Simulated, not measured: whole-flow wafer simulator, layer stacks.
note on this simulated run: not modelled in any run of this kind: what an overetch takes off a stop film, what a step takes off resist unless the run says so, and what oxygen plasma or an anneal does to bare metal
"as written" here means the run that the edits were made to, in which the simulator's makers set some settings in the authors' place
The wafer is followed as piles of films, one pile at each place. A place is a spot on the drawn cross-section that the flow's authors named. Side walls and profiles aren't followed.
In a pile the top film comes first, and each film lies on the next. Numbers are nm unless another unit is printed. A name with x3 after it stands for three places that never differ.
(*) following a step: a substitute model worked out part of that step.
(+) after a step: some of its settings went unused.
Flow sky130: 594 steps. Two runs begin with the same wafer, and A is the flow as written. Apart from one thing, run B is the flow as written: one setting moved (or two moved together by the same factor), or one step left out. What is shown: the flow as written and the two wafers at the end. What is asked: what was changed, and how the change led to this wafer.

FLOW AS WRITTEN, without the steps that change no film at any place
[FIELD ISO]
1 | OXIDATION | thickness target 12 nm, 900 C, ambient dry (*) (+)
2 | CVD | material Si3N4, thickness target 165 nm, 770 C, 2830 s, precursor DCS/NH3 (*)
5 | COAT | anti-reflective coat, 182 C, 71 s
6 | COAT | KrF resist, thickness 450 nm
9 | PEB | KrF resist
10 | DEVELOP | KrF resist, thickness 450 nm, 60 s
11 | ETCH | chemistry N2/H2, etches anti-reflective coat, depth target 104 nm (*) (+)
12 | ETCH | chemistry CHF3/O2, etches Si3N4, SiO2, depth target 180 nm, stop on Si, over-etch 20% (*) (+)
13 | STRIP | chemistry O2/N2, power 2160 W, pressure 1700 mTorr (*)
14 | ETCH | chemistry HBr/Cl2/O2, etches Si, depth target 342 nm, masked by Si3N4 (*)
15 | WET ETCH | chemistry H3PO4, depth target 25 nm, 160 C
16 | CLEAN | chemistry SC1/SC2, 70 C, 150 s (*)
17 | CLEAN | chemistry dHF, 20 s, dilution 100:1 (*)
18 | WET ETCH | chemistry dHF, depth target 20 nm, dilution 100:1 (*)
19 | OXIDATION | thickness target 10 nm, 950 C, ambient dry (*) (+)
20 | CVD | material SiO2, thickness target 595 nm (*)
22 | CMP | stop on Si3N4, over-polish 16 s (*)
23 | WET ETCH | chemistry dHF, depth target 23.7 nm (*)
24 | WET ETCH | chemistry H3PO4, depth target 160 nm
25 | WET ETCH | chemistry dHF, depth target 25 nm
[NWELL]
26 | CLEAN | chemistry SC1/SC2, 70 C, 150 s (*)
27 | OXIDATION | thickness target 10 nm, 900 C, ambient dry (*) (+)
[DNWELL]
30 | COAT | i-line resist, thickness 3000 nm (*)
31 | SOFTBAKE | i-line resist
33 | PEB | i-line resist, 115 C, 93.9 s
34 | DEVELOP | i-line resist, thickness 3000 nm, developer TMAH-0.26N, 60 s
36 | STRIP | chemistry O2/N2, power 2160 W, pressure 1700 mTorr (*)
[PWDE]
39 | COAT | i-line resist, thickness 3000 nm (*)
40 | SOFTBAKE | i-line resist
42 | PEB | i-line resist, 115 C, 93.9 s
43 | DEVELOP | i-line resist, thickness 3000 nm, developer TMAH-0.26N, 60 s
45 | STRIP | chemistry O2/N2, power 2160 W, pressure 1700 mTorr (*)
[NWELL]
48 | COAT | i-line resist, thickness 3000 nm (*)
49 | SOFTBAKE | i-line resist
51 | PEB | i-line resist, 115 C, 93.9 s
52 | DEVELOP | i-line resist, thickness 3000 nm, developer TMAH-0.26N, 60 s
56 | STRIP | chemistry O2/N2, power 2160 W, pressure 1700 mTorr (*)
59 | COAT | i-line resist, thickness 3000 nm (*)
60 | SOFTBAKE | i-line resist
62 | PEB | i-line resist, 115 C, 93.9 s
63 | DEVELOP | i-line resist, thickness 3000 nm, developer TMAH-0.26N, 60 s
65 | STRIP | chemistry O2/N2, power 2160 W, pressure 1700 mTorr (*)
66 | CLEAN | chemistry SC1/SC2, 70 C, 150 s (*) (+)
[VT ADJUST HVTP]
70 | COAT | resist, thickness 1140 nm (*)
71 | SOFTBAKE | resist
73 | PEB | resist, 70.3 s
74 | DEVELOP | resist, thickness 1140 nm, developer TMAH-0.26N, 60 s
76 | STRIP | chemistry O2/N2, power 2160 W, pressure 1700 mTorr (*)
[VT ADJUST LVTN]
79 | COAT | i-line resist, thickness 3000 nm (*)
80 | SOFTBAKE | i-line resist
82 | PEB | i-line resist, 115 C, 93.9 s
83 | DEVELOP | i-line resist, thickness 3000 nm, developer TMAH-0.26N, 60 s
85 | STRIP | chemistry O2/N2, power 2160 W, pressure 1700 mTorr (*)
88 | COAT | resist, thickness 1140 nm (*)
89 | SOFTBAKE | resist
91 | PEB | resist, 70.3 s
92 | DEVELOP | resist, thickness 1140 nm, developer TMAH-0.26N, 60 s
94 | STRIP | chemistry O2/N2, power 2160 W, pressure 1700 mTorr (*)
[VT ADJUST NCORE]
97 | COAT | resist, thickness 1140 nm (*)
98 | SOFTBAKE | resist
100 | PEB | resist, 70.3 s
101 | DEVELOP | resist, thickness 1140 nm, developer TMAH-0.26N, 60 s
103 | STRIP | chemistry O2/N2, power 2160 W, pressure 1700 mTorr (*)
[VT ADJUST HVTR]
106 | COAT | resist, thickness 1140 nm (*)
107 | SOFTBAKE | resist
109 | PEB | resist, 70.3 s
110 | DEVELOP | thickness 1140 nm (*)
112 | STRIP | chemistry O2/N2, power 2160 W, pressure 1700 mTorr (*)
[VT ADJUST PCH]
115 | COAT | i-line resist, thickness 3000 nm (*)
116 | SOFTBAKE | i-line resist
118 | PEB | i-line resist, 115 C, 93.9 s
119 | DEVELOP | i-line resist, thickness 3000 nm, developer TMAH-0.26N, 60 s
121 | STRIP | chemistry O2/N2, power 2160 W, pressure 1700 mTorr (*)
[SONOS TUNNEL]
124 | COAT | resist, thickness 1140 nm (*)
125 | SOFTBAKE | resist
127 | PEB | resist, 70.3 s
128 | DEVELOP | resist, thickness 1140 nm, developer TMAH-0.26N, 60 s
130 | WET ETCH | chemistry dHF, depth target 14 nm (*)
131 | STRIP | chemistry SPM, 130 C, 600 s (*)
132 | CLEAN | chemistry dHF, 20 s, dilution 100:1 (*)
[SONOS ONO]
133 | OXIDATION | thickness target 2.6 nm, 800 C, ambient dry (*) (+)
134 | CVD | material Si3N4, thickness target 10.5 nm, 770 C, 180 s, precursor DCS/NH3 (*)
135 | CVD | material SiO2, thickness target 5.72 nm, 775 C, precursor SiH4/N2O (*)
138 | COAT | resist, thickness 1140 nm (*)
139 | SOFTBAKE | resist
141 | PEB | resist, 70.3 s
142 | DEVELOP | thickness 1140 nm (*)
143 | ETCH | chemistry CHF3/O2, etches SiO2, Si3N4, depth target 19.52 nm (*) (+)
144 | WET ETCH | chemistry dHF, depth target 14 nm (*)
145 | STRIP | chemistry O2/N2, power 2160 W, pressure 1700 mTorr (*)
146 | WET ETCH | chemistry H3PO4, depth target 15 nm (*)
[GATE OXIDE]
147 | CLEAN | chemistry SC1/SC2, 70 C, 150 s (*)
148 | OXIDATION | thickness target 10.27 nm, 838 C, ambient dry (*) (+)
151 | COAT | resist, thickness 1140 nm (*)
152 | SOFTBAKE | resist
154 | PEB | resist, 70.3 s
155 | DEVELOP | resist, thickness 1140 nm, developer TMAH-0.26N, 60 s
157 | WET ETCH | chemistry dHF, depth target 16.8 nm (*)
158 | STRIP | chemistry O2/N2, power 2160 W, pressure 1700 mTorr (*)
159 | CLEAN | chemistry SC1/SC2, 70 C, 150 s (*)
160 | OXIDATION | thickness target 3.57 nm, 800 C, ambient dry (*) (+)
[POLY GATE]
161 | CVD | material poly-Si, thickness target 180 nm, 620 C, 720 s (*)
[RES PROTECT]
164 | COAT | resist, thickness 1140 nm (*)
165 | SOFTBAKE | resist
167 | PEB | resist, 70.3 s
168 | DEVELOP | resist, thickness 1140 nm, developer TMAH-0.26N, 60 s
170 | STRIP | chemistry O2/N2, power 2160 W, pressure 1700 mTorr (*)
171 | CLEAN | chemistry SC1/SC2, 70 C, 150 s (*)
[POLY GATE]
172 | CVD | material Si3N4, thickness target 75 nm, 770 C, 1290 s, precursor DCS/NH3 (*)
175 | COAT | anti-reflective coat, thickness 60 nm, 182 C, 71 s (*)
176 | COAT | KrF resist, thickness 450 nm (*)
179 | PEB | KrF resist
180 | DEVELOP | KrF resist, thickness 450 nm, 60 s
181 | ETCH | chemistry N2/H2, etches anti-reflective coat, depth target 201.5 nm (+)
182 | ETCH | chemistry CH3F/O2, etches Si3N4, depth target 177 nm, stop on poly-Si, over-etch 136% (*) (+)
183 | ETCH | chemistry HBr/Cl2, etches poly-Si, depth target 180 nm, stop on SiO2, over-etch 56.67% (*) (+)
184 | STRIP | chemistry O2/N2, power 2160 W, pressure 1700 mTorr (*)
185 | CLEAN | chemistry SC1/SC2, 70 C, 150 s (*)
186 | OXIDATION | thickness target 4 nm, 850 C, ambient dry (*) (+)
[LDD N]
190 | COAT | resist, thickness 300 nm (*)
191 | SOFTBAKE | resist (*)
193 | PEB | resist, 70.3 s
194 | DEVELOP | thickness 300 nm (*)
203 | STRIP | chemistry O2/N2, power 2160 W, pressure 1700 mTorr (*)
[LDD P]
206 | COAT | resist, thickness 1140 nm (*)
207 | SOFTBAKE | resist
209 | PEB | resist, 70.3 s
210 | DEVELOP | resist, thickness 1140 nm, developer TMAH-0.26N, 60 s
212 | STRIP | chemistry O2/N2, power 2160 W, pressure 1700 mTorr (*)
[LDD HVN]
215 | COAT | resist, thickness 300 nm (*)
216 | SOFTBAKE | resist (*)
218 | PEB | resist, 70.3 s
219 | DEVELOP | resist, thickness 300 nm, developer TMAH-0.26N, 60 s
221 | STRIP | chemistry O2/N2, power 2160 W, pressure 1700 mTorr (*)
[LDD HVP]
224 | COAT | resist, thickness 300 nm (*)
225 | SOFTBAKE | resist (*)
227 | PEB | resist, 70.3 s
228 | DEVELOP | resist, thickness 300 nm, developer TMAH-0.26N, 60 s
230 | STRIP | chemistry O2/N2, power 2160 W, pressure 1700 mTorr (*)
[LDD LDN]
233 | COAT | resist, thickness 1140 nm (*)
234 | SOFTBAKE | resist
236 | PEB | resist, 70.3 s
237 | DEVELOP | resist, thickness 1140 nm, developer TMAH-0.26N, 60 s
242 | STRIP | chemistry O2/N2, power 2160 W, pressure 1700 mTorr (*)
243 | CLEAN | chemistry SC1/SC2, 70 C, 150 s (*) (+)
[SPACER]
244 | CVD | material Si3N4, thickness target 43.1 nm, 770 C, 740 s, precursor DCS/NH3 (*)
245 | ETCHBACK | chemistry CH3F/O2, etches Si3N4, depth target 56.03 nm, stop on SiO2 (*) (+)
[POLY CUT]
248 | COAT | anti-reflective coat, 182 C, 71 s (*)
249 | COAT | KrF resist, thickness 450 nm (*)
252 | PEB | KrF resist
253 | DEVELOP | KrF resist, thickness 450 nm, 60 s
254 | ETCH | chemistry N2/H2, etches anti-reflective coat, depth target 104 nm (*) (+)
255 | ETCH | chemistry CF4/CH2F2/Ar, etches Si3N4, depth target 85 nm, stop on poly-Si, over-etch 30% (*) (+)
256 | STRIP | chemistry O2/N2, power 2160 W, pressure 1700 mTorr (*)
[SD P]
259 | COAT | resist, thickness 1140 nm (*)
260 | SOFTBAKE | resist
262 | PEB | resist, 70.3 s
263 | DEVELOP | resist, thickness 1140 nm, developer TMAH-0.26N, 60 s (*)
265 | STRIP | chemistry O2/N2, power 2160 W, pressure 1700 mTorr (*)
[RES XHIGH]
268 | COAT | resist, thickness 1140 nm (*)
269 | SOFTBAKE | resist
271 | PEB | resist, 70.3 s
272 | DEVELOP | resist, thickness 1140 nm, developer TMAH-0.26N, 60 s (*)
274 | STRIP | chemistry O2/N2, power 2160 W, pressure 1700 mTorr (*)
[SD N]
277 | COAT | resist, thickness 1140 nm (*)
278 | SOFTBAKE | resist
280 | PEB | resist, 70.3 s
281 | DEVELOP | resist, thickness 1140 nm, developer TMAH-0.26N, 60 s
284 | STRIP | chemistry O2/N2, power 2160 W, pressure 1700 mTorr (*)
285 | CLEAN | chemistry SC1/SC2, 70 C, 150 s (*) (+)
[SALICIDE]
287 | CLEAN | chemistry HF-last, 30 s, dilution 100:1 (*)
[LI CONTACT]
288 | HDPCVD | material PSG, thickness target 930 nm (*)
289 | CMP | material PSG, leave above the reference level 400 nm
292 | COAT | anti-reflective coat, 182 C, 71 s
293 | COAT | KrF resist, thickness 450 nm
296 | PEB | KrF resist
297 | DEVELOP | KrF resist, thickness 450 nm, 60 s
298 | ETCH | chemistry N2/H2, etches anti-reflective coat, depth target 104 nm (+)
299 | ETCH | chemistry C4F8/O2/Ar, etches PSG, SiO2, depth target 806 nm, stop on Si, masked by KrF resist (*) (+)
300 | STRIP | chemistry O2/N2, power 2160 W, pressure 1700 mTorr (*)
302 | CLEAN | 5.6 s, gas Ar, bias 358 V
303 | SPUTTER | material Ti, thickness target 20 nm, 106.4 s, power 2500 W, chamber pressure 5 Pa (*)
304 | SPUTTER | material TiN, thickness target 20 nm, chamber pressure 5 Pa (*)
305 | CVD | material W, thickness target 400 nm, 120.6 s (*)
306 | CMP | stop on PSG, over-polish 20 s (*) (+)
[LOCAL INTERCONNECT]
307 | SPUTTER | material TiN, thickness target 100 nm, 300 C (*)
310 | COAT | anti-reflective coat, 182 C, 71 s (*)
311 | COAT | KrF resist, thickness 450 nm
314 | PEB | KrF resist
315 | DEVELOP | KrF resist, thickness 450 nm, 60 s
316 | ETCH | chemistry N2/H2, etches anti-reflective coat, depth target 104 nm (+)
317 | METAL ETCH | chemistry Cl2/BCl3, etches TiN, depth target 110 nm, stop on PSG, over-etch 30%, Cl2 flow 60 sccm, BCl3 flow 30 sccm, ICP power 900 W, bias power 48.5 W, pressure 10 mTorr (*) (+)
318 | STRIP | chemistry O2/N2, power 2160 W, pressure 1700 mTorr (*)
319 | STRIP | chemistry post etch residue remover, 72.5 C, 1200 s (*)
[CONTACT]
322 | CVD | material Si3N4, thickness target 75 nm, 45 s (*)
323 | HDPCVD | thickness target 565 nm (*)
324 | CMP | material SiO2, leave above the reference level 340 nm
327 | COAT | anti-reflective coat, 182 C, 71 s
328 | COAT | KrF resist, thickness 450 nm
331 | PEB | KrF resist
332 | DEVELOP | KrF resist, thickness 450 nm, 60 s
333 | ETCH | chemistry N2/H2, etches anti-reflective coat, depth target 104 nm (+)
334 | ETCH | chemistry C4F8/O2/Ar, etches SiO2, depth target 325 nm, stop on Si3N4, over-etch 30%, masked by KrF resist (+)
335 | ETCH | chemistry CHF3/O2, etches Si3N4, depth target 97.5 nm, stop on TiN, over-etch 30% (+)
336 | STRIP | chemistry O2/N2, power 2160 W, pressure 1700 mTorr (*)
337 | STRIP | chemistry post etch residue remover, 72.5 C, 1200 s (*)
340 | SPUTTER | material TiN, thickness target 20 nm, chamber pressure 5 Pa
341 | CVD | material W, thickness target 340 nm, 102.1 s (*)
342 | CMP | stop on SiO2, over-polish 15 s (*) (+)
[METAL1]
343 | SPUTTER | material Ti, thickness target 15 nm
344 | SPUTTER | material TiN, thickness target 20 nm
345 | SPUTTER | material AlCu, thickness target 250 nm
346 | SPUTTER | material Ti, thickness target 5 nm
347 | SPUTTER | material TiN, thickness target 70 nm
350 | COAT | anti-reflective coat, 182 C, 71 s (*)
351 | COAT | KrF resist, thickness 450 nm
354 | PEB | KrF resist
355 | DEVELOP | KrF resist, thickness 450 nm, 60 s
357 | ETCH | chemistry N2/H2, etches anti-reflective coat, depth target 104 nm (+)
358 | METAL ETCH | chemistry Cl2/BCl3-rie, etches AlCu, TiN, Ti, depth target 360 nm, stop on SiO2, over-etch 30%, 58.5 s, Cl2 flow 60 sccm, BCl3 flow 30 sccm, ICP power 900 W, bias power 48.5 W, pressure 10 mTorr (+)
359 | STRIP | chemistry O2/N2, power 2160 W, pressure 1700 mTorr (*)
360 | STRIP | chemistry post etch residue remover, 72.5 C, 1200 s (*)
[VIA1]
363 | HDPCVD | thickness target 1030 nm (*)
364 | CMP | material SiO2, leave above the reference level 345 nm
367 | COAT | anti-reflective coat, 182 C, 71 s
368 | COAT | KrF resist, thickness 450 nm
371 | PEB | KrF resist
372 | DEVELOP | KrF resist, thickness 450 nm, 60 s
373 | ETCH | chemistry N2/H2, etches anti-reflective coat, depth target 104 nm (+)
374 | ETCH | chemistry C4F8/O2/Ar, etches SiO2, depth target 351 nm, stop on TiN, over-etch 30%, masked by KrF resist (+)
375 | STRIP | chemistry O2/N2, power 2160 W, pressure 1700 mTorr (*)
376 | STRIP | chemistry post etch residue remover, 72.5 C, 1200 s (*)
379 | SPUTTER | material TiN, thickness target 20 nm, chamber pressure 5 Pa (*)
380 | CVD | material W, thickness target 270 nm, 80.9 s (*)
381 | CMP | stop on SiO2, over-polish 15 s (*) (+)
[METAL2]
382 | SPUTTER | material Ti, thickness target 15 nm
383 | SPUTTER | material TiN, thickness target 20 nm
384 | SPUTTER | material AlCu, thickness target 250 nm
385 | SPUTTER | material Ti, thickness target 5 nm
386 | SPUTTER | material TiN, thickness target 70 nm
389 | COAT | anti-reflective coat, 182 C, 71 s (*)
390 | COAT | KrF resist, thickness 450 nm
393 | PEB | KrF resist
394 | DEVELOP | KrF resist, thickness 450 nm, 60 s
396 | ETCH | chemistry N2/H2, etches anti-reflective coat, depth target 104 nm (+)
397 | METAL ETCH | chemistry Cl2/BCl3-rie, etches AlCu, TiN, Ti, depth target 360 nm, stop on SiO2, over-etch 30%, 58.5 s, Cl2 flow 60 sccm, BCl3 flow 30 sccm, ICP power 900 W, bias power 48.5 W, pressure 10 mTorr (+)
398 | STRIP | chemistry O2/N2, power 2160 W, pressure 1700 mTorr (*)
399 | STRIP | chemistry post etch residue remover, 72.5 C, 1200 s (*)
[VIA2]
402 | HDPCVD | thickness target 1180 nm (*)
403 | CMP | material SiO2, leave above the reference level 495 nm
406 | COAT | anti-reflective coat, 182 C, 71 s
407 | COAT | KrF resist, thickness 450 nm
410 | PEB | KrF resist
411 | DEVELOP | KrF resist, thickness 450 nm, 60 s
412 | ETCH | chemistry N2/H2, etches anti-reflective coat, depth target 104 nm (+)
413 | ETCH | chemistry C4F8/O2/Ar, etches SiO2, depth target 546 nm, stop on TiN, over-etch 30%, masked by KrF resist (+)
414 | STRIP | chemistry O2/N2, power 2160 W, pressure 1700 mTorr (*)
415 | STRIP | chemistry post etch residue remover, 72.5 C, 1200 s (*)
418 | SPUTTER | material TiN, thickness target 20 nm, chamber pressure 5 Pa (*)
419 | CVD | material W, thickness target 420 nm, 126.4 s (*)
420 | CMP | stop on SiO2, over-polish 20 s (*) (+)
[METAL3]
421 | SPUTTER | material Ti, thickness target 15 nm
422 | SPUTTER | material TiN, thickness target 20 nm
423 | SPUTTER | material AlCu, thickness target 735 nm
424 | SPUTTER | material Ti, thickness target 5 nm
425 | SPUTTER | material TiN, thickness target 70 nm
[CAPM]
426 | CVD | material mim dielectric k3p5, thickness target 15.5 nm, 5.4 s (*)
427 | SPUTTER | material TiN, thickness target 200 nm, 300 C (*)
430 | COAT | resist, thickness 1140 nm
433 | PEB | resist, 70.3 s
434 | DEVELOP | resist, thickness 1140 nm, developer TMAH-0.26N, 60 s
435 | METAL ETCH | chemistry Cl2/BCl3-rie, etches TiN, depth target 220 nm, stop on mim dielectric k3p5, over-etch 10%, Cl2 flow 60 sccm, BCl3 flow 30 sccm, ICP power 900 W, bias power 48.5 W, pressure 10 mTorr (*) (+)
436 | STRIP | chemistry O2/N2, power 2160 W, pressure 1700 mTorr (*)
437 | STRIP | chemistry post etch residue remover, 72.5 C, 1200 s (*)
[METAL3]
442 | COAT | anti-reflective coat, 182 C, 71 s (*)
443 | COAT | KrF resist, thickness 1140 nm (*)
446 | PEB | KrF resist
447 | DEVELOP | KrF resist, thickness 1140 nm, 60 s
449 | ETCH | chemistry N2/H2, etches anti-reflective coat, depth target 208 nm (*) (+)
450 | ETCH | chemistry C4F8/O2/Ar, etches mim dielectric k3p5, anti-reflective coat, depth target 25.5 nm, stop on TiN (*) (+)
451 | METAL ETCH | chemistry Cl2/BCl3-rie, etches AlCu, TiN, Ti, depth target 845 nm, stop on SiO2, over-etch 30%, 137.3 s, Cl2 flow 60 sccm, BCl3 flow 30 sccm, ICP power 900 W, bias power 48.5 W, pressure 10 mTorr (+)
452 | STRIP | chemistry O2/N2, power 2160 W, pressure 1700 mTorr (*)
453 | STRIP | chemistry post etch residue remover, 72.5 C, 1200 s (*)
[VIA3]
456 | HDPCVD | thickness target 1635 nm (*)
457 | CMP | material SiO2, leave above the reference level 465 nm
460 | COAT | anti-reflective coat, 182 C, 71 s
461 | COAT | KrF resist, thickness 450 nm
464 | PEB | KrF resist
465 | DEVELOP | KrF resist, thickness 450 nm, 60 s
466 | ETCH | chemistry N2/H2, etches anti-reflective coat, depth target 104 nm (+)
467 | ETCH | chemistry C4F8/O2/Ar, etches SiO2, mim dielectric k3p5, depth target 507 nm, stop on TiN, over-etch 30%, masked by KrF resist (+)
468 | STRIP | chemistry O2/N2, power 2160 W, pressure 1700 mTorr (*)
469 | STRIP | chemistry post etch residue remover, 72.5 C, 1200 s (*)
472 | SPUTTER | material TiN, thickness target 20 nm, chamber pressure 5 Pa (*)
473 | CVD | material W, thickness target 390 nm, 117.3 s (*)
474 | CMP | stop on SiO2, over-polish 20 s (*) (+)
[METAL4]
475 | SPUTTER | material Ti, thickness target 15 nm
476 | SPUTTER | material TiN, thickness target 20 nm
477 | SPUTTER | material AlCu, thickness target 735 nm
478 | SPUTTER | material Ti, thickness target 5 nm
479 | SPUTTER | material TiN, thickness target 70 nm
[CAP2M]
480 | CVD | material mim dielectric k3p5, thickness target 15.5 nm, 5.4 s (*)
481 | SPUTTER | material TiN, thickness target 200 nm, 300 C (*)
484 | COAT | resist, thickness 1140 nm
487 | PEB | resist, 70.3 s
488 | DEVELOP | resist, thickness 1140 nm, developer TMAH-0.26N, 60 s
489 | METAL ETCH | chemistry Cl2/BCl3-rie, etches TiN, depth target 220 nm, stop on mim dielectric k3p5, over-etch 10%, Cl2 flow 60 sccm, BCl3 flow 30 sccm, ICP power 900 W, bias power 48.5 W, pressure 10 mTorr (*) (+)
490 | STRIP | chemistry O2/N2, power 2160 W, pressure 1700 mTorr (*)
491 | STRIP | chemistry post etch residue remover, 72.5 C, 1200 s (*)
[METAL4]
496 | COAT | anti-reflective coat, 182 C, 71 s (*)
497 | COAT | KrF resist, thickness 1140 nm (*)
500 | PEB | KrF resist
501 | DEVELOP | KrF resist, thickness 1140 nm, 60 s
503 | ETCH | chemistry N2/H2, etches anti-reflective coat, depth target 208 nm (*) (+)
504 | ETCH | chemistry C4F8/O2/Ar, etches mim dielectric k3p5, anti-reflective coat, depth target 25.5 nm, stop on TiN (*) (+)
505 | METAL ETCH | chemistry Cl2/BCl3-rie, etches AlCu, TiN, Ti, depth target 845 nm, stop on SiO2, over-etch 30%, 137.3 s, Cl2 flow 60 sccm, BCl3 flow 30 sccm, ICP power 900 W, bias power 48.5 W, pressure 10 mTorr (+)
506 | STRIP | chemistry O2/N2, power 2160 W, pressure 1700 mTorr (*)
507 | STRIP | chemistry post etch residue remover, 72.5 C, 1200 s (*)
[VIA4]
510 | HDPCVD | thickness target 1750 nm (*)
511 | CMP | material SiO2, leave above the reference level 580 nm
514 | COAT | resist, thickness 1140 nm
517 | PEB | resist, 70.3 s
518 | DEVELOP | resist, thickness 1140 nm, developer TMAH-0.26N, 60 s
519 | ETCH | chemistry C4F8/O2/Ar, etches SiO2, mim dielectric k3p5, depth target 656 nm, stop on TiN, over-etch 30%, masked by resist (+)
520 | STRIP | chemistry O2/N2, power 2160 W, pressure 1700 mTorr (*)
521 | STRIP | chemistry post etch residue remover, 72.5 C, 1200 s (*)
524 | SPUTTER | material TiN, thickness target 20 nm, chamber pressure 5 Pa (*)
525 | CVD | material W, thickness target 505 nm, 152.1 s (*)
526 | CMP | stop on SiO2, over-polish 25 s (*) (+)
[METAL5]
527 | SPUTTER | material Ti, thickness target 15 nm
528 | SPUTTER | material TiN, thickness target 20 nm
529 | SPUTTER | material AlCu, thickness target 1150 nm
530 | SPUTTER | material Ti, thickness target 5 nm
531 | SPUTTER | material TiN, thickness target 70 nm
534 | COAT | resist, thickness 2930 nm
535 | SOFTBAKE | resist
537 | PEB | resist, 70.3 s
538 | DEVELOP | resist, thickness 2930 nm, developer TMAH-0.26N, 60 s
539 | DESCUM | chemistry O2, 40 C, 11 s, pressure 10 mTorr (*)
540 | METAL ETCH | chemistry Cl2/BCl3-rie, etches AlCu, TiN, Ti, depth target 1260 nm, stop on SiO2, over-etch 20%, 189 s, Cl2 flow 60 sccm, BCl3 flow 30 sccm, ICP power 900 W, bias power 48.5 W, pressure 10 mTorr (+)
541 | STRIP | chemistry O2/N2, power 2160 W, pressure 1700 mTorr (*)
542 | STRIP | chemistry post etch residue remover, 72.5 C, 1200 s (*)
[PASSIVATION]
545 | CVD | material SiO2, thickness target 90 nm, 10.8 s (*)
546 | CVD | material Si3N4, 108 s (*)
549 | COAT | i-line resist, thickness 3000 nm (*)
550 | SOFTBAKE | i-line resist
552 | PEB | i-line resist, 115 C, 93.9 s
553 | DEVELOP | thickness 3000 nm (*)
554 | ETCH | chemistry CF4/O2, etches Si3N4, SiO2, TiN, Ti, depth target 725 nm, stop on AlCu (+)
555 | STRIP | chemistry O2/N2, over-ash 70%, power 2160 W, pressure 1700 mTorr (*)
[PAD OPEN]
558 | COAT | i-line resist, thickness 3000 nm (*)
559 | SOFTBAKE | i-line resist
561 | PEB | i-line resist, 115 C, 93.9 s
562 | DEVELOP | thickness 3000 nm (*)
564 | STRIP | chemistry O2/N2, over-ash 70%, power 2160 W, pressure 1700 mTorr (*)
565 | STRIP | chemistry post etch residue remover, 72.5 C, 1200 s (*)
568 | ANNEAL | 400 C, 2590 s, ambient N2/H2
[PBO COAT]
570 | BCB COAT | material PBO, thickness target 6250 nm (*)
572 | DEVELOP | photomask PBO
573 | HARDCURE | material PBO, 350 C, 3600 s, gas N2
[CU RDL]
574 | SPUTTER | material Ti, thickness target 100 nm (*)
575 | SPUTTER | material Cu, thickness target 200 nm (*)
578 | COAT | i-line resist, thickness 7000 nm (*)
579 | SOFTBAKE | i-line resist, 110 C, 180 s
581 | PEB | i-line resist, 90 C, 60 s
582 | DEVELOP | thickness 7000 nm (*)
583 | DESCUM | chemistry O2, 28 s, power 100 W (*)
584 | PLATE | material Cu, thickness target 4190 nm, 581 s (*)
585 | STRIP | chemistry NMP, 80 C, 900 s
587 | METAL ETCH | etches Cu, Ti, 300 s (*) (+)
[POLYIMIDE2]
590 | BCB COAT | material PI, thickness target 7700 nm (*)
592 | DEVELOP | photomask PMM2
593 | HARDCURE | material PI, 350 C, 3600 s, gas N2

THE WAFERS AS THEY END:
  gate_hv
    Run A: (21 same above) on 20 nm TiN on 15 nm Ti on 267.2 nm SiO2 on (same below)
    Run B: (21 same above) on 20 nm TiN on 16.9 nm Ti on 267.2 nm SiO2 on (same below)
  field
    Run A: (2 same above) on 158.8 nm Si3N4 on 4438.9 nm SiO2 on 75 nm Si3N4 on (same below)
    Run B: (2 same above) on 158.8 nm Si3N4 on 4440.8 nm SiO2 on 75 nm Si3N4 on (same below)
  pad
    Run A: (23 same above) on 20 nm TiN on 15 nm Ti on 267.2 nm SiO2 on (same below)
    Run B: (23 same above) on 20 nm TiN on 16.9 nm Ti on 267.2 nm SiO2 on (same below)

What caused this: step 382, SPUTTER: thickness target 16.9 nm was run, though the flow has thickness target 15 nm.
The wafer itself shows it: gate_hv has Ti 16.9, and step 382 as written asks for 15 nm.

How this came from the change, step by step:
  382 | SPUTTER | material Ti, thickness target 15 nm
      field, active, n_well and 188 more: A +15 Ti (new film) | B +16.9 Ti (new film)
  397 | METAL ETCH | chemistry Cl2/BCl3-rie, etches AlCu, TiN, Ti, depth target 360 nm, stop on SiO2, over-etch 30%, 58.5 s, Cl2 flow 60 sccm, BCl3 flow 30 sccm, ICP power 900 W, bias power 48.5 W, pressure 10 mTorr (+)
      field, active, gate and 82 more: A -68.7 TiN (all of it), -5 Ti (all of it), -250 AlCu (all of it), -20 TiN (all of it), -15 Ti (all of it), -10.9 SiO2 | B -68.7 TiN (all of it), -5 Ti (all of it), -250 AlCu (all of it), -20 TiN (all of it), -16.9 Ti (all of it), -10.7 SiO2
